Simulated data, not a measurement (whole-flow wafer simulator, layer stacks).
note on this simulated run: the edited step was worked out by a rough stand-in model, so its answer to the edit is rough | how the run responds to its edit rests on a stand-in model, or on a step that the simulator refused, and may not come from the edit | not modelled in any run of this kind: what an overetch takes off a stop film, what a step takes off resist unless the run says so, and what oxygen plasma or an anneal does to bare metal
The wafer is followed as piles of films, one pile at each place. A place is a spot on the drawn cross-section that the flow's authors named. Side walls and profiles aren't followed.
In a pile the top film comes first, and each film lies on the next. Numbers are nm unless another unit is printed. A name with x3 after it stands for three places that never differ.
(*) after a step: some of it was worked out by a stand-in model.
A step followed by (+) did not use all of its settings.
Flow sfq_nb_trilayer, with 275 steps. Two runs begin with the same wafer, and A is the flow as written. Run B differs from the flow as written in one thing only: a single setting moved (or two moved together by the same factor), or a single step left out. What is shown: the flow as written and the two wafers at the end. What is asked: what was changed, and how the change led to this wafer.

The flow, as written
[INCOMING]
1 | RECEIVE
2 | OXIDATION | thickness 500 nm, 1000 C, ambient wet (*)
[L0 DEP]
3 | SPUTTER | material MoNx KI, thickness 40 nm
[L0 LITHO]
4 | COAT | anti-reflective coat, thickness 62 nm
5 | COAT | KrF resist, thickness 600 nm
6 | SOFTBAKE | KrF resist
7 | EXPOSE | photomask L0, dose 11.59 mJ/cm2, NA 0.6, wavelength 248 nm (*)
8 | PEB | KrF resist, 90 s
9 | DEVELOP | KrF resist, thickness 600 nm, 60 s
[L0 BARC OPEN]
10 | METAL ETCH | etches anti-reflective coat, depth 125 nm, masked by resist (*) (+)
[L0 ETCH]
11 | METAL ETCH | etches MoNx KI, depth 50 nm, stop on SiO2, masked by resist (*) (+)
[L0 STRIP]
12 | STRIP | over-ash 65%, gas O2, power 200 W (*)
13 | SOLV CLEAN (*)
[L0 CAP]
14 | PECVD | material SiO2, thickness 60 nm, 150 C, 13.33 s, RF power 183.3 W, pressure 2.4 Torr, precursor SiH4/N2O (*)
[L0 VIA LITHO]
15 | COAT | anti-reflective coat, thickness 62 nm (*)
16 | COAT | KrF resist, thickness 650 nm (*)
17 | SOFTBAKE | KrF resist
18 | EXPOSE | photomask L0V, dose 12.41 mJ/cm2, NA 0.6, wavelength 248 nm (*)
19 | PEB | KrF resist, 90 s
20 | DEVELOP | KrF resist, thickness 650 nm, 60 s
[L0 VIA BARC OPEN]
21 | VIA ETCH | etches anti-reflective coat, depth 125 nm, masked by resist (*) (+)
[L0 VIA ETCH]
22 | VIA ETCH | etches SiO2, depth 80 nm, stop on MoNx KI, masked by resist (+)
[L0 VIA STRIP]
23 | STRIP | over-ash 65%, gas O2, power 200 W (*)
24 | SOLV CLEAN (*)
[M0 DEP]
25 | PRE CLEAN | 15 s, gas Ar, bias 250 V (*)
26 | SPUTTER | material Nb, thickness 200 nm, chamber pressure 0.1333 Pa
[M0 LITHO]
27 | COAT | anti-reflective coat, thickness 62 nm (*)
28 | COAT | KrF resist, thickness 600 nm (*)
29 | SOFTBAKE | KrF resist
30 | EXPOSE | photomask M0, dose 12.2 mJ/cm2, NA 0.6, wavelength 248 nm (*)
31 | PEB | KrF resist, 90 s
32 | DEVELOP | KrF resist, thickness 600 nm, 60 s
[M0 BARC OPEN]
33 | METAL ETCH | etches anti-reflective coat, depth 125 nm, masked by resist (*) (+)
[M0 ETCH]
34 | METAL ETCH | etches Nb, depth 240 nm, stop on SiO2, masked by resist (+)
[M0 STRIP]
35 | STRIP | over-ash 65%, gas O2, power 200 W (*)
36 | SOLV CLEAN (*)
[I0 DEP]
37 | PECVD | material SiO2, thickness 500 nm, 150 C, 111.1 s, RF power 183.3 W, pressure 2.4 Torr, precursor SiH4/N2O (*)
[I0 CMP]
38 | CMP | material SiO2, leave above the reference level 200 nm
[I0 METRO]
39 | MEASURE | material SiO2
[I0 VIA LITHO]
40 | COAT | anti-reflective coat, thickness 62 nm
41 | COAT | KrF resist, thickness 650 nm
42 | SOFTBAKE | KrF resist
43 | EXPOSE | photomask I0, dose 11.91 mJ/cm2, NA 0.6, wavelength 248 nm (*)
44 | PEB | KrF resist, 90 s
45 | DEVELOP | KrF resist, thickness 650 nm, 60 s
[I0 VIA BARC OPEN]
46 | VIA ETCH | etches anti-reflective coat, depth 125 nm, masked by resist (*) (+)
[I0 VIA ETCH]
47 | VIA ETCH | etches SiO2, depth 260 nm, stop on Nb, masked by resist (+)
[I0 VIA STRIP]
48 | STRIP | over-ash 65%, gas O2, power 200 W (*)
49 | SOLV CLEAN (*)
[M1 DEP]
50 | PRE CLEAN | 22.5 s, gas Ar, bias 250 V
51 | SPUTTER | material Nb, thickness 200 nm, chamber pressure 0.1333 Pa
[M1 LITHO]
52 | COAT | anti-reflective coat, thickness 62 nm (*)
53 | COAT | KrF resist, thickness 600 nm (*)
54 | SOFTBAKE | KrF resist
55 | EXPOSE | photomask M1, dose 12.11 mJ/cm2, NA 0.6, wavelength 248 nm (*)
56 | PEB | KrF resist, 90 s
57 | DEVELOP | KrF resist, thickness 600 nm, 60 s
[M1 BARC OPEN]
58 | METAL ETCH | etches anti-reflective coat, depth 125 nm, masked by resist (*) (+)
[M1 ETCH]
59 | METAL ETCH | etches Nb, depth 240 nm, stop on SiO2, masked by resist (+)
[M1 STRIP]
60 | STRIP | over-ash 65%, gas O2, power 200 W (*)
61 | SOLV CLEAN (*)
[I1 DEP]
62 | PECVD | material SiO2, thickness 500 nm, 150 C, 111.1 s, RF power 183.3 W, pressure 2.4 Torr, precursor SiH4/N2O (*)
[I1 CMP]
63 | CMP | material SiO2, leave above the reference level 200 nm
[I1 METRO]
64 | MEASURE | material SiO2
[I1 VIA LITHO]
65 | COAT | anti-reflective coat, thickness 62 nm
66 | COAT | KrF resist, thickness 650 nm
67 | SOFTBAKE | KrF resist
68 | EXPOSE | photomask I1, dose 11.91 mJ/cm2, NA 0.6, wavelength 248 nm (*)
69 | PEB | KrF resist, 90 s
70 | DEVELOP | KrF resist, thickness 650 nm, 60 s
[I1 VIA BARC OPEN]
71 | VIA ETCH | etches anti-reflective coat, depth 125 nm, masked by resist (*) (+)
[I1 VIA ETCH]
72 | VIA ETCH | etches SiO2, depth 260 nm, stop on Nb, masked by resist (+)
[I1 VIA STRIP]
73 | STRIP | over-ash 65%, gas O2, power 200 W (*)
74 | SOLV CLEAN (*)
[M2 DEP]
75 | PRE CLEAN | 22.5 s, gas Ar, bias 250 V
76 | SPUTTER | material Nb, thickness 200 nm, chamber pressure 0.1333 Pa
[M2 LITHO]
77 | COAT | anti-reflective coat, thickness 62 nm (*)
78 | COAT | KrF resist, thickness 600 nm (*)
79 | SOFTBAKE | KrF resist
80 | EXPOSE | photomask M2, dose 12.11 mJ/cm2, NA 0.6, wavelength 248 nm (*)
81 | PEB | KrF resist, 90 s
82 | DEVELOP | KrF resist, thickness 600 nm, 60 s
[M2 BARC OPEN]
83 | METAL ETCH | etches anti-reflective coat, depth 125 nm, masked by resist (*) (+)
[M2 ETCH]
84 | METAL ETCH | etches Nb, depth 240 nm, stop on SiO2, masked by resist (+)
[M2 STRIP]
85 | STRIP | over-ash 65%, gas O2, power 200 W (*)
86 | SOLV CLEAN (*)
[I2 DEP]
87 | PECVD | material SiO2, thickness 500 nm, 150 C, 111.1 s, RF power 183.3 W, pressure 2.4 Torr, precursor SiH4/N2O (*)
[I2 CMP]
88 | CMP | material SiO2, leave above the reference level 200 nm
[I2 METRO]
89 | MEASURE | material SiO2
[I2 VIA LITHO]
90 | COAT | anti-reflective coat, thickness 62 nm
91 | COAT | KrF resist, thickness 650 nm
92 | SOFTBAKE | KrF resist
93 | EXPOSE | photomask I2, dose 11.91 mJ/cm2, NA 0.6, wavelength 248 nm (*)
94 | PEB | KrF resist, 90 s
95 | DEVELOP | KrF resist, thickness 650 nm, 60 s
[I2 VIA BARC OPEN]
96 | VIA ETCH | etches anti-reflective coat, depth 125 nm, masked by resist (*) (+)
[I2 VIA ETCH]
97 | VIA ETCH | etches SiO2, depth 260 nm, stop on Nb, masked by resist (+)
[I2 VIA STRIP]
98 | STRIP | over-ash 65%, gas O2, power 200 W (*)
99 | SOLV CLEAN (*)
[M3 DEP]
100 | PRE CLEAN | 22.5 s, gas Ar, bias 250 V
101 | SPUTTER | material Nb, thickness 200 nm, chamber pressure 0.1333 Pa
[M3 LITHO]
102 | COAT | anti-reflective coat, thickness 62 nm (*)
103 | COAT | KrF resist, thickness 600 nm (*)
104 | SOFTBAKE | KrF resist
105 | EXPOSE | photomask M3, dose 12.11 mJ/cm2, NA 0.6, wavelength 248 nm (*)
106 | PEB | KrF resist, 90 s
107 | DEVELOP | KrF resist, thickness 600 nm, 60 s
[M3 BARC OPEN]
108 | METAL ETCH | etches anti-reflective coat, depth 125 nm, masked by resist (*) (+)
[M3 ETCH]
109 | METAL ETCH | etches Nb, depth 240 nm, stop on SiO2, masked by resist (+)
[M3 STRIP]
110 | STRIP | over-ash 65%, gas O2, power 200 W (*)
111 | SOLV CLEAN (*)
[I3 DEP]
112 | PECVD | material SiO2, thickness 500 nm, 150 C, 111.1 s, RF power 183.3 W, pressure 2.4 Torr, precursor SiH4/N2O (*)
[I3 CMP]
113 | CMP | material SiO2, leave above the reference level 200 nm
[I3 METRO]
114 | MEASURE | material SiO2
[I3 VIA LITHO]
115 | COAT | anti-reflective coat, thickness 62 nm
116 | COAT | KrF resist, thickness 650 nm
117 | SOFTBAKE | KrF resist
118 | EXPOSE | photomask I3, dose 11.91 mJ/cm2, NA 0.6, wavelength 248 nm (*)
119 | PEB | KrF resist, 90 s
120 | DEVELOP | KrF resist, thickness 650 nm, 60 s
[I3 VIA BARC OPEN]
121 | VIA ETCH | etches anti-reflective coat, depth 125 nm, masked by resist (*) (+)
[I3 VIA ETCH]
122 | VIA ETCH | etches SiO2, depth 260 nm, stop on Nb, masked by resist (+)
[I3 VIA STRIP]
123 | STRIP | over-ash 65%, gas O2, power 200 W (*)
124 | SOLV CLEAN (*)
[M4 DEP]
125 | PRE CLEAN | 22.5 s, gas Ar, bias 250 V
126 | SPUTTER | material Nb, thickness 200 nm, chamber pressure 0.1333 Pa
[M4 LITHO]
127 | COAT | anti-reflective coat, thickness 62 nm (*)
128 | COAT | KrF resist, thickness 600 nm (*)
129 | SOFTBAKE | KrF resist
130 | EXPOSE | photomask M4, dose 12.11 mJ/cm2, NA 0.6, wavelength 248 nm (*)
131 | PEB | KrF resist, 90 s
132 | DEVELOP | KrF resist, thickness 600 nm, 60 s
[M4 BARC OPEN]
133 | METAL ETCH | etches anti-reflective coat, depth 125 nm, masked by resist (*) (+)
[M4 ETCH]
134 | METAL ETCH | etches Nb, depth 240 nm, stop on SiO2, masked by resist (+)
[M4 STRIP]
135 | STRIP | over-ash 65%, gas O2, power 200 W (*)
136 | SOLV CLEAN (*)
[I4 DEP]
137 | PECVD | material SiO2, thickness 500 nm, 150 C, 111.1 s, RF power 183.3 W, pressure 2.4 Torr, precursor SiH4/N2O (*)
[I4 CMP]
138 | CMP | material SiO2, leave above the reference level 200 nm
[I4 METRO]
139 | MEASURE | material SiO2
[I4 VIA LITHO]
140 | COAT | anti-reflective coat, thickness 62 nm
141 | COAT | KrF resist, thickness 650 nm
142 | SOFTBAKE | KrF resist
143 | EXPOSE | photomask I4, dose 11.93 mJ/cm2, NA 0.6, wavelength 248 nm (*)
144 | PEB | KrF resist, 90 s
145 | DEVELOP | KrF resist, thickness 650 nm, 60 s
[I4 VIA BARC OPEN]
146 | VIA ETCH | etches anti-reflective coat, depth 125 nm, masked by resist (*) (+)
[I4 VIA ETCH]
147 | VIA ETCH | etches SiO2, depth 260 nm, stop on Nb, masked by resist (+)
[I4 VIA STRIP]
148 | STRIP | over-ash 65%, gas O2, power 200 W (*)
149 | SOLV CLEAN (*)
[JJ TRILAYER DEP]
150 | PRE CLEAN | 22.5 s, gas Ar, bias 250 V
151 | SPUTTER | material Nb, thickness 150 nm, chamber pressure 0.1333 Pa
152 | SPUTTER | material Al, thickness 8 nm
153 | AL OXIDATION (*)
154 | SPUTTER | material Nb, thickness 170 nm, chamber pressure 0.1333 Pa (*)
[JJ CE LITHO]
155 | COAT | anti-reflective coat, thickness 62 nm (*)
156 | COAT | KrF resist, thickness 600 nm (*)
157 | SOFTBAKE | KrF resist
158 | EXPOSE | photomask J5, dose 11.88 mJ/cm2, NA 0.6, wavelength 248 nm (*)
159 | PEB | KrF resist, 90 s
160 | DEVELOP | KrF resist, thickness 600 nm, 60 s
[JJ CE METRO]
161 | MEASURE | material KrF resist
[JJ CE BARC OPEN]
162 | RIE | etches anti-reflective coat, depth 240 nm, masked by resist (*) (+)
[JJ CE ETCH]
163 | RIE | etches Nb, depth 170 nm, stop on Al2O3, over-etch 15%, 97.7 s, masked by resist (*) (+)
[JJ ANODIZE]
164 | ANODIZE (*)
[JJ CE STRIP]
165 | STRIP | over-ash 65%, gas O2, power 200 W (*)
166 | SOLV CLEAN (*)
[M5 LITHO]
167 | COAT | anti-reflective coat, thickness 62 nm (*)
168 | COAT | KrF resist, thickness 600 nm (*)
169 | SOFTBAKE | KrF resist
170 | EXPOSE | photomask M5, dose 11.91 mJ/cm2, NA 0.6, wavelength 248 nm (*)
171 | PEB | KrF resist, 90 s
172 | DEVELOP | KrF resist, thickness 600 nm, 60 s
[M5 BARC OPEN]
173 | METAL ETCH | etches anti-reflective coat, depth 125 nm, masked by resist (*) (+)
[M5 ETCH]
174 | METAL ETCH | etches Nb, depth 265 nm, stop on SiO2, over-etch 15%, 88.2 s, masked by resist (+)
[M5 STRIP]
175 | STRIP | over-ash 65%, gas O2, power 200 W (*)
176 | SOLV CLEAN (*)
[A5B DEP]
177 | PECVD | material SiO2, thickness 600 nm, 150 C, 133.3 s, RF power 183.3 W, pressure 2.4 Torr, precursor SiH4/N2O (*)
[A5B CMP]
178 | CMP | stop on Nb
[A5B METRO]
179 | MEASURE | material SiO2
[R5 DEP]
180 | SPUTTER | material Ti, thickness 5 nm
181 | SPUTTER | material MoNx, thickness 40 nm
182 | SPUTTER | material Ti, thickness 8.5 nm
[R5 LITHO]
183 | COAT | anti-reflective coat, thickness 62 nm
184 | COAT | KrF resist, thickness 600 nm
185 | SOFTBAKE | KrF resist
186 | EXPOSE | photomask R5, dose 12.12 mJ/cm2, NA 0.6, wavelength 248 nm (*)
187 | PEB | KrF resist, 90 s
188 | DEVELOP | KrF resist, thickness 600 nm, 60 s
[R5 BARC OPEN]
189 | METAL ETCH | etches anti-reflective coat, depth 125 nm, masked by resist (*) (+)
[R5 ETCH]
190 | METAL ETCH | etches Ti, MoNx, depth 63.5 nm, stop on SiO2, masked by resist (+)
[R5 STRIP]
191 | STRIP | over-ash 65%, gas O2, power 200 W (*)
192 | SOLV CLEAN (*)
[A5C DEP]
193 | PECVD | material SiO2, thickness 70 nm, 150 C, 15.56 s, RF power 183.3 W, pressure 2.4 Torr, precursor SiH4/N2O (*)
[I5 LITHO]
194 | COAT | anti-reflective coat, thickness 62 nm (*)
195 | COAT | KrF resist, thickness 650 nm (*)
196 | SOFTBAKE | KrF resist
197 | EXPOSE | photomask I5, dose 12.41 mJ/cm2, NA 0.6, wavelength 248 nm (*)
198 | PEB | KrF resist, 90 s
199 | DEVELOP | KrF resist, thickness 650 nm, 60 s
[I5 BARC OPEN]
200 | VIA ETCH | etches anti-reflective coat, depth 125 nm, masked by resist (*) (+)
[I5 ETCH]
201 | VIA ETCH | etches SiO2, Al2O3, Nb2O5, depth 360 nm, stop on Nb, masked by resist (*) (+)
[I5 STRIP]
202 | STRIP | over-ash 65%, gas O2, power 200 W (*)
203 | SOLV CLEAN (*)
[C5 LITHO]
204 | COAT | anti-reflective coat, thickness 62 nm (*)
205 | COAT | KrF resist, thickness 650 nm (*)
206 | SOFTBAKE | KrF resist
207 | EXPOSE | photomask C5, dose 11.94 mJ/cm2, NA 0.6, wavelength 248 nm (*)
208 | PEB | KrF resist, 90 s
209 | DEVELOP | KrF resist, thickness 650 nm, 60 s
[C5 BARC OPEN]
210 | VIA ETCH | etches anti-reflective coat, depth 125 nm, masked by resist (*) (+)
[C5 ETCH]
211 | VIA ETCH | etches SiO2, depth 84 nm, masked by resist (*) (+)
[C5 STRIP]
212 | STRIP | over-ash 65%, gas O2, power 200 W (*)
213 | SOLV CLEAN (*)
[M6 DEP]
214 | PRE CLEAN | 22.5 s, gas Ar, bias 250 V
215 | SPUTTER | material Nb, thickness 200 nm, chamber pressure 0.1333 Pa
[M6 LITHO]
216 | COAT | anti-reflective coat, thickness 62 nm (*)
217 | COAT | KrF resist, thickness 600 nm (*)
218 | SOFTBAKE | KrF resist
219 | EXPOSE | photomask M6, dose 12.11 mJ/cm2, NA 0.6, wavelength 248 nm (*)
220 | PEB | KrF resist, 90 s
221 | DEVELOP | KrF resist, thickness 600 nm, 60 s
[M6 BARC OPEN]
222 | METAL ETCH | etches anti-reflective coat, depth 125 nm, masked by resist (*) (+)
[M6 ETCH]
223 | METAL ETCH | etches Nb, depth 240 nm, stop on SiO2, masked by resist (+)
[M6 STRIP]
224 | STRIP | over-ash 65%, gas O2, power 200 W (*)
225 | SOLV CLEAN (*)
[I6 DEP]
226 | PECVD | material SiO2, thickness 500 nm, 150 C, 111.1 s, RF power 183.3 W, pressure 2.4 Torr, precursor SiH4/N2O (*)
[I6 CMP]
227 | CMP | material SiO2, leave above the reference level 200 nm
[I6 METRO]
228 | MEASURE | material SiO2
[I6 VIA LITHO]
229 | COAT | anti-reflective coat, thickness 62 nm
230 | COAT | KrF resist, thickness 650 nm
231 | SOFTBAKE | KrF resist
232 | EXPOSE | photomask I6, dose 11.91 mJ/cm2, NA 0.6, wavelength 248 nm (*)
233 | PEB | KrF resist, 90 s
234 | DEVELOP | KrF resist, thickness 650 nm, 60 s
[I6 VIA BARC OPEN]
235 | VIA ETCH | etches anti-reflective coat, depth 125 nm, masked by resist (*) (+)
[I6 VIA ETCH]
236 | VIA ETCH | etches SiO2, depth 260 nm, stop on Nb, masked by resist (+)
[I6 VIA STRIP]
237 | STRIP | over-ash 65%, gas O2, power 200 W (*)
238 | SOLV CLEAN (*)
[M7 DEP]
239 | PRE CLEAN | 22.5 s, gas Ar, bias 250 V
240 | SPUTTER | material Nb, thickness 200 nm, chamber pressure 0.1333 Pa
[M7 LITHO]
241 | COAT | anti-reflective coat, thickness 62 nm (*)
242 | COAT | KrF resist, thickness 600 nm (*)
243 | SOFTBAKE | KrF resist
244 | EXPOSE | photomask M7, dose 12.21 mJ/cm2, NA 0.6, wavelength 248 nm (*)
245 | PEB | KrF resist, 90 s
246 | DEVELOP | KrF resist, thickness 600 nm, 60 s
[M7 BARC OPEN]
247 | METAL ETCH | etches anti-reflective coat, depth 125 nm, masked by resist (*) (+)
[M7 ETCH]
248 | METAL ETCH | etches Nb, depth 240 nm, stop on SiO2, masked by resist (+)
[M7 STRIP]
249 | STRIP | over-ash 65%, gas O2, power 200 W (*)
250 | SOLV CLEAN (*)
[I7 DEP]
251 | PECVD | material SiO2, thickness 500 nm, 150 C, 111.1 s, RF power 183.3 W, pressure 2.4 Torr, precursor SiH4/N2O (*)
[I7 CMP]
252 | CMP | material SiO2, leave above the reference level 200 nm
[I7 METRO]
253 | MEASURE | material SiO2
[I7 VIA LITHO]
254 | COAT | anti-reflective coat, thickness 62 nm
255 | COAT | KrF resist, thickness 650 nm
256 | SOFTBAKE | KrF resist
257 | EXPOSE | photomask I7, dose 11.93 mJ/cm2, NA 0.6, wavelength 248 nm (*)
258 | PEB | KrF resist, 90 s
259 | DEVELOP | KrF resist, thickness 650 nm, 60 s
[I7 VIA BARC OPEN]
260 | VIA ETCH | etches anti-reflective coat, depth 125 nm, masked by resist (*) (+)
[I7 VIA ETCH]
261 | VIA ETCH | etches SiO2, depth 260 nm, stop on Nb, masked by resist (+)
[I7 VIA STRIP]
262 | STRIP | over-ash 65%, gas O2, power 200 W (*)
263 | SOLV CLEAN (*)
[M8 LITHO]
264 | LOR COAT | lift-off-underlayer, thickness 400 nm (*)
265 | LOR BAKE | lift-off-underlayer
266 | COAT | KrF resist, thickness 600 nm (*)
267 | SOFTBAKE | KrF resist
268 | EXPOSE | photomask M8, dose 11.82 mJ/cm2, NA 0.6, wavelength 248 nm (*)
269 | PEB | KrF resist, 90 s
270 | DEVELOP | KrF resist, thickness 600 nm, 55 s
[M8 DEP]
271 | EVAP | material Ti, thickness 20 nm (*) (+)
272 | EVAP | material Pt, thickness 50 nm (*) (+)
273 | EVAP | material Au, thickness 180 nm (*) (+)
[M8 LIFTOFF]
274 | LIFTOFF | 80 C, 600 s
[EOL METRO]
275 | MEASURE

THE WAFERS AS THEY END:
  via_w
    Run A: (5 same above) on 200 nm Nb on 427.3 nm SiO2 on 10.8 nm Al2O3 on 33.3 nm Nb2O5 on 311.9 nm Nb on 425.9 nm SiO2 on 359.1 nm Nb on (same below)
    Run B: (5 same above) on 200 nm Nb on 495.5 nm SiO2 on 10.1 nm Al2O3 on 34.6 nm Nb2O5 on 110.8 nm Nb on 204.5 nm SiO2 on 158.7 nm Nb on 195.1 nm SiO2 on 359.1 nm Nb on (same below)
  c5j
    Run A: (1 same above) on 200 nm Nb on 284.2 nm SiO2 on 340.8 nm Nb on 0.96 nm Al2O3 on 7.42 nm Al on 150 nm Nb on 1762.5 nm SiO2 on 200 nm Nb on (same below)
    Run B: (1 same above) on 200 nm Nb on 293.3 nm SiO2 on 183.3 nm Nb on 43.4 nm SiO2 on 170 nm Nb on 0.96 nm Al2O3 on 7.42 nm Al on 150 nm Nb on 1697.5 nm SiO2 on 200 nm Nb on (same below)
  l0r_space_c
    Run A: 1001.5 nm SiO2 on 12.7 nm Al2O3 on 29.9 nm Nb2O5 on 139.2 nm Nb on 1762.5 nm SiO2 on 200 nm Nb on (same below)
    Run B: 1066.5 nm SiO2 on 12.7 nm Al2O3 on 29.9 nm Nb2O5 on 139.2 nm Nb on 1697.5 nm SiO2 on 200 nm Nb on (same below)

The reason: step 112, PECVD: thickness 235 nm was run, though the flow has thickness 500 nm; step 112, PECVD: 52.22 s was run, where the flow has 111.1 s.

Step by step, how the change led to this:
  112 | PECVD | material SiO2, thickness 500 nm, 150 C, 111.1 s, RF power 183.3 W, pressure 2.4 Torr, precursor SiH4/N2O (*)
      field_l, be, be_sur and 64 more: A SiO2 gains 500 | B SiO2 gains 235
      v_sur, via_wl, via_wr and 27 more: A SiO2 gains 500 (new film) | B SiO2 gains 235 (new film)
      (also at 9 further places)
  113 | CMP | material SiO2, leave above the reference level 200 nm
      field_l, be, be_sur and 64 more: A SiO2 loses 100 | B nothing
      p4_g1, p4_g2, p3_s0, p3_s1, p3_s2, p3_s3, p3_s4, p3_s5: A SiO2 loses 157.1 | B nothing
      (also at 31 further places)
  115 | COAT | anti-reflective coat, thickness 62 nm
      m0r_space_l, m0r_space_r, m6r_space_l, m6r_space_r, m7r_space_l, m7r_space_r: A anti-reflective coat gains 62 (new film) | B anti-reflective coat gains 81.1 (new film)
      p3_s0, p3_s1, p3_s2, p3_s3: A anti-reflective coat gains 62 (new film) | B anti-reflective coat gains 106.1 (new film)
      (also at 77 further places)
  116 | COAT | KrF resist, thickness 650 nm
      m0r_line_l, m0r_line_r, m6r_line_l, m6r_line_r, m7r_line_l, m7r_line_r: A KrF resist gains 650 (new film) | B KrF resist gains 682.6 (new film)
      m0r_space_l, m0r_space_r, m6r_space_l, m6r_space_r, m7r_space_l, m7r_space_r: A KrF resist gains 650 (new film) | B KrF resist gains 671.3 (new film)
      (also at 72 further places)
  120 | DEVELOP | KrF resist, thickness 650 nm, 60 s
      via_v: A KrF resist loses 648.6 (all of it) | B KrF resist loses 589.2 (all of it)
  121 | VIA ETCH | etches anti-reflective coat, depth 125 nm, masked by resist (*) (+)
      field_l, v_sur, via_wl and 102 more: A KrF resist loses 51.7 | B KrF resist loses 40.6
      via_v: A anti-reflective coat loses 62 (all of it), SiO2 loses 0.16 | B anti-reflective coat loses 48.7 (all of it), SiO2 loses 0.12
  123 | STRIP | over-ash 65%, gas O2, power 200 W (*)
      m0r_line_l, m0r_line_r, m6r_line_l, m6r_line_r, m7r_line_l, m7r_line_r: A KrF resist loses 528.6 (all of it), anti-reflective coat loses 62 (all of it) | B KrF resist loses 572.1 (all of it), anti-reflective coat loses 61.8 (all of it)
      m0r_space_l, m0r_space_r, m6r_space_l, m6r_space_r, m7r_space_l, m7r_space_r: A KrF resist loses 528.6 (all of it), anti-reflective coat loses 62 (all of it) | B KrF resist loses 560.9 (all of it), anti-reflective coat loses 81.1 (all of it)
      (also at 93 further places)
  126 | SPUTTER | material Nb, thickness 200 nm, chamber pressure 0.1333 Pa
      via_w: A Nb gains 200 (new film) | B Nb gains 158.7 (new film)
  127 | COAT | anti-reflective coat, thickness 62 nm (*)
      p3_l1, p3_l2, p3_l3, p3_l4: A anti-reflective coat gains 62 (new film) | B anti-reflective coat gains 43.5 (new film)
      p3_s1, p3_s2, p3_s3: A anti-reflective coat gains 62 (new film) | B anti-reflective coat gains 99.3 (new film)
      (also at 81 further places)
  128 | COAT | KrF resist, thickness 600 nm (*)
      m0r_line_l, m6r_line_l, m7r_line_l: A KrF resist gains 600 (new film) | B KrF resist gains 629.8 (new film)
      m0r_space_l, m6r_space_l, m7r_space_l: A KrF resist gains 600 (new film) | B KrF resist gains 622.1 (new film)
      (also at 78 further places)
  132 | DEVELOP | KrF resist, thickness 600 nm, 60 s
      m0r_line_l, m6r_line_l, m7r_line_l: A KrF resist loses 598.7 (all of it) | B KrF resist loses 628.5 (all of it)
      m0r_space_l, m6r_space_l, m7r_space_l: A KrF resist loses 598.7 (all of it) | B KrF resist loses 620.8 (all of it)
      (also at 42 further places)
  133 | METAL ETCH | etches anti-reflective coat, depth 125 nm, masked by resist (*) (+)
      m5r_linepad_l, m5r_linepad_r, r5r_spacepad_l, r5r_spacepad_r, m8r_pad_l, m8r_pad_r: A anti-reflective coat loses 62 (all of it) | B anti-reflective coat loses 125
      v_sur, via_wl, via_w and 36 more: A KrF resist loses 51.7 | B KrF resist loses 69.4
      (also at 46 further places)
  134 | METAL ETCH | etches Nb, depth 240 nm, stop on SiO2, masked by resist (+)
      m5r_linepad_l, m5r_linepad_r: A Nb loses 200 (all of it) | B anti-reflective coat loses 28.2 (all of it), Nb loses 200 (all of it)
      r5r_spacepad_l, r5r_spacepad_r: A Nb loses 200 (all of it) | B anti-reflective coat loses 28.5 (all of it), Nb loses 200 (all of it)
      (also at 2 further places)
  135 | STRIP | over-ash 65%, gas O2, power 200 W (*)
      v_sur: A KrF resist loses 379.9 (all of it), anti-reflective coat loses 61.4 (all of it) | B KrF resist loses 277.7 (all of it), anti-reflective coat loses 39.7 (all of it)
      via_wl: A KrF resist loses 379.4 (all of it), anti-reflective coat loses 61.3 (all of it) | B KrF resist loses 286.7 (all of it), anti-reflective coat loses 33.3 (all of it)
      (also at 37 further places)
  137 | PECVD | material SiO2, thickness 500 nm, 150 C, 111.1 s, RF power 183.3 W, pressure 2.4 Torr, precursor SiH4/N2O (*)
      p3_s0, p3_s1, p3_s2, p3_s3, p3_s4, p3_s5: A SiO2 gains 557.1 | B SiO2 gains 500
      p4_g1, p4_g2: A SiO2 gains 500 (new film) | B SiO2 gains 522.1 (new film)
      (also at 1 further place)
  138 | CMP | material SiO2, leave above the reference level 200 nm
      field_l, be, be_sur and 55 more: A SiO2 loses 100 | B nothing
      p3_s0, p3_s1, p3_s2, p3_s3, p3_s4, p3_s5: A SiO2 loses 157.1 | B nothing
      (also at 12 further places)
  ... 59 further steps ...
  274 | LIFTOFF | 80 C, 600 s
      be: A Au loses 180 (all of it), Pt loses 50 (all of it), Ti loses 20 (all of it), KrF resist loses 572.1 (all of it), lift-off-underlayer loses 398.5 (all of it) | B Au loses 180 (all of it), Pt loses 50 (all of it), Ti loses 20 (all of it), KrF resist loses 600.4 (all of it), lift-off-underlayer loses 676.7 (all of it)
      be_sur: A Au loses 180 (all of it), Pt loses 50 (all of it), Ti loses 20 (all of it), KrF resist loses 572.6 (all of it), lift-off-underlayer loses 398.9 (all of it) | B Au loses 180 (all of it), Pt loses 50 (all of it), Ti loses 20 (all of it), KrF resist loses 582.5 (all of it), lift-off-underlayer loses 377.2 (all of it)
If metal films that touch count as one body, via_w has 6 bodies (between them, from the top down: SiO2 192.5; SiO2 495.5 / Al2O3 10.1 / Nb2O5 34.6; SiO2 204.5; SiO2 195.1; SiO2 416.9); the flow as written gives 5 bodies (between them, from the top down: SiO2 192.5; SiO2 427.3 / Al2O3 10.8 / Nb2O5 33.3; SiO2 425.9; SiO2 416.9).
If metal films that touch count as one body, c5j has 5 bodies (between them, from the top down: SiO2 293.3; SiO2 43.4; Al2O3 0.96; SiO2 1697.5); the flow as written gives 4 bodies (between them, from the top down: SiO2 284.2; Al2O3 0.96; SiO2 1762.5).
